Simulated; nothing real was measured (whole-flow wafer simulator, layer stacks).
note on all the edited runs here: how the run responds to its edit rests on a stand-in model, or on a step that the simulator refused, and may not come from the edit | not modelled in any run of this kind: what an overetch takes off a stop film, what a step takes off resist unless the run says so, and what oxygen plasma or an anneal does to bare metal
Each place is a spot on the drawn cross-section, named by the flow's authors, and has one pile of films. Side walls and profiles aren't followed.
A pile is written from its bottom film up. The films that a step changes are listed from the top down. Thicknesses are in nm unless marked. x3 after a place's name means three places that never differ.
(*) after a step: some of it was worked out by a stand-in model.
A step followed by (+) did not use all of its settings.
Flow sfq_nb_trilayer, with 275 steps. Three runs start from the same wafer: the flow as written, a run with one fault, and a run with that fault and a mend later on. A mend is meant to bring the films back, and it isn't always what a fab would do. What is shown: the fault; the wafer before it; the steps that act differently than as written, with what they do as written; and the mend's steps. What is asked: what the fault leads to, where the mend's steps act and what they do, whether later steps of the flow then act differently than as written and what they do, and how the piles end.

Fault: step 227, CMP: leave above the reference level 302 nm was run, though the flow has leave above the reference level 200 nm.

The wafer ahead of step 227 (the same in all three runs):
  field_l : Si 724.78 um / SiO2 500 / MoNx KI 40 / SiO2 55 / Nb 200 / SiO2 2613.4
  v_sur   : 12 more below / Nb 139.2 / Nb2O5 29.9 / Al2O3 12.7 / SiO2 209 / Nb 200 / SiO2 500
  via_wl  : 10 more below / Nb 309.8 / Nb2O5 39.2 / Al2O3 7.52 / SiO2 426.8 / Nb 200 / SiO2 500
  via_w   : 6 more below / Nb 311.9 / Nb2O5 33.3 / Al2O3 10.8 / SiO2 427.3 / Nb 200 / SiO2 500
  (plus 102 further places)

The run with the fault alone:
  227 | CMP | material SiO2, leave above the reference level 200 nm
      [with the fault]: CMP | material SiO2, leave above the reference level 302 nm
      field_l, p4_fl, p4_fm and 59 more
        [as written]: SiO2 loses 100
        [with the fault]: nothing
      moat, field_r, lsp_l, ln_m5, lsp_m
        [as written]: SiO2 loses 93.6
        [with the fault]: nothing
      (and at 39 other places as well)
  Steps later in the flow that act otherwise than as written (6 other steps are not shown; they differ only slightly, by no more than 2% or 0.5 nm, whichever is larger):
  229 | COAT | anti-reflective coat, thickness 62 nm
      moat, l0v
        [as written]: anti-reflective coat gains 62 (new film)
        [with the fault]: anti-reflective coat gains 63.5 (new film)
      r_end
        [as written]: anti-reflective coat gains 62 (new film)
        [with the fault]: anti-reflective coat gains 60.4 (new film)
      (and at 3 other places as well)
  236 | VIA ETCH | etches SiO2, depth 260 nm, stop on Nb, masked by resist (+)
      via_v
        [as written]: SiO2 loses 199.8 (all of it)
        [with the fault]: SiO2 loses 260
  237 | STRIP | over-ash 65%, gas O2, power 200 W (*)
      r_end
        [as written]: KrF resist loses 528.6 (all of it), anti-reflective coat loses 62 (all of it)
        [with the fault]: KrF resist loses 527.4 (all of it), anti-reflective coat loses 60.4 (all of it)
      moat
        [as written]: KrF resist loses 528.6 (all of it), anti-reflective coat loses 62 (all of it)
        [with the fault]: KrF resist loses 531.4 (all of it), anti-reflective coat loses 63.5 (all of it)
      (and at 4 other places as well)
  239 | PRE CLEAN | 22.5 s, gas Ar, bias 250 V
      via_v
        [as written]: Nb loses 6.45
        [with the fault]: SiO2 loses 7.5
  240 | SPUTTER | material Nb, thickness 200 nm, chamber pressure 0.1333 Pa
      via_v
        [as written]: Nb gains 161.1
        [with the fault]: Nb gains 146.9 (new film)
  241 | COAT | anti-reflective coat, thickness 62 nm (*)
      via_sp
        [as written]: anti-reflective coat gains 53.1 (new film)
        [with the fault]: anti-reflective coat gains 49.8 (new film)
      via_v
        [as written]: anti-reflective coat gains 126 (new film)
        [with the fault]: anti-reflective coat gains 129.1 (new film)
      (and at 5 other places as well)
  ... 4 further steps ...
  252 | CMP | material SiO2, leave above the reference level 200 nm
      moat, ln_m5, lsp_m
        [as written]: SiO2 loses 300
        [with the fault]: SiO2 loses 291.6
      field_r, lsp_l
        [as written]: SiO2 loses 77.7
        [with the fault]: SiO2 loses 69.3
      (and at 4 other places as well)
  By the end, the piles at field_l, v_sur, via_wl and 103 more depart from the flow's by more than 2% or 0.5 nm, whichever is larger.
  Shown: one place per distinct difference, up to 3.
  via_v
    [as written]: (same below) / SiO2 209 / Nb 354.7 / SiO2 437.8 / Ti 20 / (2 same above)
    [with the fault]: (same below) / SiO2 209 / Nb 200 / SiO2 34.3 / Nb 146.9 / SiO2 513.3 / Ti 20 / (2 same above)
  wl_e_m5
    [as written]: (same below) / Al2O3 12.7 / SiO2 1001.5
    [with the fault]: (same below) / Al2O3 12.7 / SiO2 1103.5
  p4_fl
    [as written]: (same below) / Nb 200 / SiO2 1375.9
    [with the fault]: (same below) / Nb 200 / SiO2 1477.9

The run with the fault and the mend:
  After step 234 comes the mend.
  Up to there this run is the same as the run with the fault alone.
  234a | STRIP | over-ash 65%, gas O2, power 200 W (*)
      p4_w1, p3_s1, p3_l2 and 10 more
        KrF resist loses 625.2 (all of it), anti-reflective coat loses 62 (all of it)
      p3_l1, wl_d_sl, wl_d_m1 and 7 more
        KrF resist loses 625.3 (all of it), anti-reflective coat loses 62 (all of it)
      p4_g1, p4_w2, p4_g2, p4_w3, p4_fr, m6r_line_l x2, m6r_space_l x2
        KrF resist loses 625.1 (all of it), anti-reflective coat loses 62 (all of it)
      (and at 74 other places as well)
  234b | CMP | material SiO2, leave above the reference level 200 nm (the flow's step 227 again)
      field_l, p4_fl, p4_fm and 59 more
        SiO2 loses 100
      v_sur, via_wl, via_w and 33 more
        SiO2 loses 102
      moat, field_r, lsp_l, ln_m5, lsp_m
        SiO2 loses 93.6
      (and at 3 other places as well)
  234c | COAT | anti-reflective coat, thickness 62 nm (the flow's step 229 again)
      field_l, v_sur, via_wl and 103 more
        anti-reflective coat gains 62 (new film)
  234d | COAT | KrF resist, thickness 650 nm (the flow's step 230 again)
      field_l, v_sur, via_wl and 103 more
        KrF resist gains 650 (new film)
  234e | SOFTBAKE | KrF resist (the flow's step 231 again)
      leaves every film unchanged at each place that is followed
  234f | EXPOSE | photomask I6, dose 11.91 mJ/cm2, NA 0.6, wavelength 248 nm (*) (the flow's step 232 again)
      leaves every film unchanged at each place that is followed
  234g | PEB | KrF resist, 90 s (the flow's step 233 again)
      field_l, v_sur, via_wl and 103 more
        KrF resist loses 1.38
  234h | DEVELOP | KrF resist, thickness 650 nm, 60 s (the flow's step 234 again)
      field_l, v_sur, via_wl and 102 more
        KrF resist loses 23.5
      via_v
        KrF resist loses 648.6 (all of it)
  Later steps of the flow that are run all act as written at every place that is followed.
  By the end, the piles equal the flow's at every place that both follow.
